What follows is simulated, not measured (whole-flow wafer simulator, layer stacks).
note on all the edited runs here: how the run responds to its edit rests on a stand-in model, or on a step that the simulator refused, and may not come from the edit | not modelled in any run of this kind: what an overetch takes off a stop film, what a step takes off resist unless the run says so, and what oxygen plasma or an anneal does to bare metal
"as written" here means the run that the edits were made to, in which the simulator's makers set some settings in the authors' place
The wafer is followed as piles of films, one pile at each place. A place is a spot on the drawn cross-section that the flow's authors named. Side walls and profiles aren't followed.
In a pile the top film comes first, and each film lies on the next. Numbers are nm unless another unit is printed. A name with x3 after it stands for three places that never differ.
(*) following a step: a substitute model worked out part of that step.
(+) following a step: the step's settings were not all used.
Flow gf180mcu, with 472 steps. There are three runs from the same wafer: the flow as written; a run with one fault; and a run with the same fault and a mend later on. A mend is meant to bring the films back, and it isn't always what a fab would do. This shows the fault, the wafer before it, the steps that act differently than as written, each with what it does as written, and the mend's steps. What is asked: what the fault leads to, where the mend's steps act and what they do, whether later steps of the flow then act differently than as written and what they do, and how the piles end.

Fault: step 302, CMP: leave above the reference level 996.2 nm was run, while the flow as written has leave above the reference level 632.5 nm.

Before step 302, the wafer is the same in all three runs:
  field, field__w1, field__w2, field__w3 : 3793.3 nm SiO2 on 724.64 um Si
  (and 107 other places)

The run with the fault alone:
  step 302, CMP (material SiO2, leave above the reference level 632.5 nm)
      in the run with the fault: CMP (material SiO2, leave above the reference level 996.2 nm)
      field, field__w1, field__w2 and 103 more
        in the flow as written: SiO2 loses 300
        in the run with the fault: nothing
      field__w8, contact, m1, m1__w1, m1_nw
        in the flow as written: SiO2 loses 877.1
        in the run with the fault: SiO2 loses 513.4
  Later steps of the flow acting differently than as written (3 other steps are not shown; they differ only slightly, by no more than 2% or 0.5 nm, whichever is larger):
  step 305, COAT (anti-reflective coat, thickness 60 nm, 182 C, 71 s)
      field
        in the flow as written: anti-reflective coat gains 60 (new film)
        in the run with the fault: anti-reflective coat gains 85.5 (new film)
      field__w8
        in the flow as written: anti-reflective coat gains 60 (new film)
        in the run with the fault: anti-reflective coat gains 26.4 (new film)
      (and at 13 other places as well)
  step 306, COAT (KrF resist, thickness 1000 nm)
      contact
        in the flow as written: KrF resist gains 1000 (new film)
        in the run with the fault: KrF resist gains 976.4 (new film)
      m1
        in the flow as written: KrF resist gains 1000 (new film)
        in the run with the fault: KrF resist gains 973.6 (new film)
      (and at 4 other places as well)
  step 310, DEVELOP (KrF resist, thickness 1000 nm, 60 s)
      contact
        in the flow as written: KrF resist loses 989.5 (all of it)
        in the run with the fault: KrF resist loses 966.1 (all of it)
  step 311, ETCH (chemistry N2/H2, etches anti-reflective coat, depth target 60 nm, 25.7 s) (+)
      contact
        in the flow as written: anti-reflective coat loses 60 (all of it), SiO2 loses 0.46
        in the run with the fault: anti-reflective coat loses 30.3 (all of it), SiO2 loses 1.22
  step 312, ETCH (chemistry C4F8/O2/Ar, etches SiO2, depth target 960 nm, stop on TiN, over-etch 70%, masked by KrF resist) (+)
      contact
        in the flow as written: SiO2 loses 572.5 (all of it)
        in the run with the fault: SiO2 loses 935.4 (all of it)
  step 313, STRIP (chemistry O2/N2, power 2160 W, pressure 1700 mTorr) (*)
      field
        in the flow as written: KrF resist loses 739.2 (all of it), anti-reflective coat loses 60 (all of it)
        in the run with the fault: KrF resist loses 727.4 (all of it), anti-reflective coat loses 85.5 (all of it)
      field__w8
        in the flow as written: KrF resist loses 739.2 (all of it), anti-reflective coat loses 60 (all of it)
        in the run with the fault: KrF resist loses 732.1 (all of it), anti-reflective coat loses 26.4 (all of it)
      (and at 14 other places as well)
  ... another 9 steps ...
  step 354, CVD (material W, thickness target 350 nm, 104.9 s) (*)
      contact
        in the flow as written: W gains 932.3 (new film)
        in the run with the fault: W gains 994 (new film)
  At field, field__w1, field__w2 and 109 more, the piles at the end differ from the flow's by more than 2% or 0.5 nm, whichever is larger.
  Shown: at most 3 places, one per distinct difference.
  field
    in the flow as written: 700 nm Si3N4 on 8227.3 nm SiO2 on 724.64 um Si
    in the run with the fault: 700 nm Si3N4 on 8588.6 nm SiO2 on 724.64 um Si
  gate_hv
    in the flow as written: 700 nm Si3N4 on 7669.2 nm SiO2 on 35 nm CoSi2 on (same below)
    in the run with the fault: 700 nm Si3N4 on 8030.5 nm SiO2 on 35 nm CoSi2 on (same below)
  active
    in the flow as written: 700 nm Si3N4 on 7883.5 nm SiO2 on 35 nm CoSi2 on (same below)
    in the run with the fault: 700 nm Si3N4 on 8244.9 nm SiO2 on 35 nm CoSi2 on (same below)

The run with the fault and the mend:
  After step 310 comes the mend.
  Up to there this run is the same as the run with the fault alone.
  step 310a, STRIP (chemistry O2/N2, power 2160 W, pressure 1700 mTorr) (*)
      iso_ptap_pw, iso_ntap_nw, iso_nw_fld and 33 more
        KrF resist loses 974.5 (all of it), anti-reflective coat loses 60 (all of it)
      field_sub, field_sub__w1, field_sub__w2 and 15 more
        KrF resist loses 975.1 (all of it), anti-reflective coat loses 60.2 (all of it)
      field__w6, field__w7, field__w11 and 7 more
        KrF resist loses 975.2 (all of it), anti-reflective coat loses 60.2 (all of it)
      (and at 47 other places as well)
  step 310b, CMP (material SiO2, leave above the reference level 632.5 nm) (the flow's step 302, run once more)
      field, field__w1, field__w2 and 103 more
        SiO2 loses 300
      field__w8, contact, m1, m1__w1, m1_nw
        SiO2 loses 363.7
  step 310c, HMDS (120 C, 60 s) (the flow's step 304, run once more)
      does not change any film at any place that is followed
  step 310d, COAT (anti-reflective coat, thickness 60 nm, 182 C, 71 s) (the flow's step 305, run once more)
      field, field__w1, field__w2 and 108 more
        anti-reflective coat gains 60 (new film)
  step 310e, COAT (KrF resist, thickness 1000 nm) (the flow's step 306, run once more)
      field, field__w1, field__w2 and 108 more
        KrF resist gains 1000 (new film)
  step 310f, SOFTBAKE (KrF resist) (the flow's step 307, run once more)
      does not change any film at any place that is followed
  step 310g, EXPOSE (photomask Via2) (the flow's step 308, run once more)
      does not change any film at any place that is followed
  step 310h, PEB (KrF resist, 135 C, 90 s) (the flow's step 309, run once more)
      field, field__w1, field__w2 and 108 more
        KrF resist loses 10.5
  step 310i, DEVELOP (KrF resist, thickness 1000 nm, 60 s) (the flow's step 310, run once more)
      field, field__w1, field__w2 and 107 more
        KrF resist loses 14.9
      contact
        KrF resist loses 989.5 (all of it)
  None of the later steps of the flow acts differently than as written at any place that is followed.
  The piles end the same as the flow's at every place that both follow.
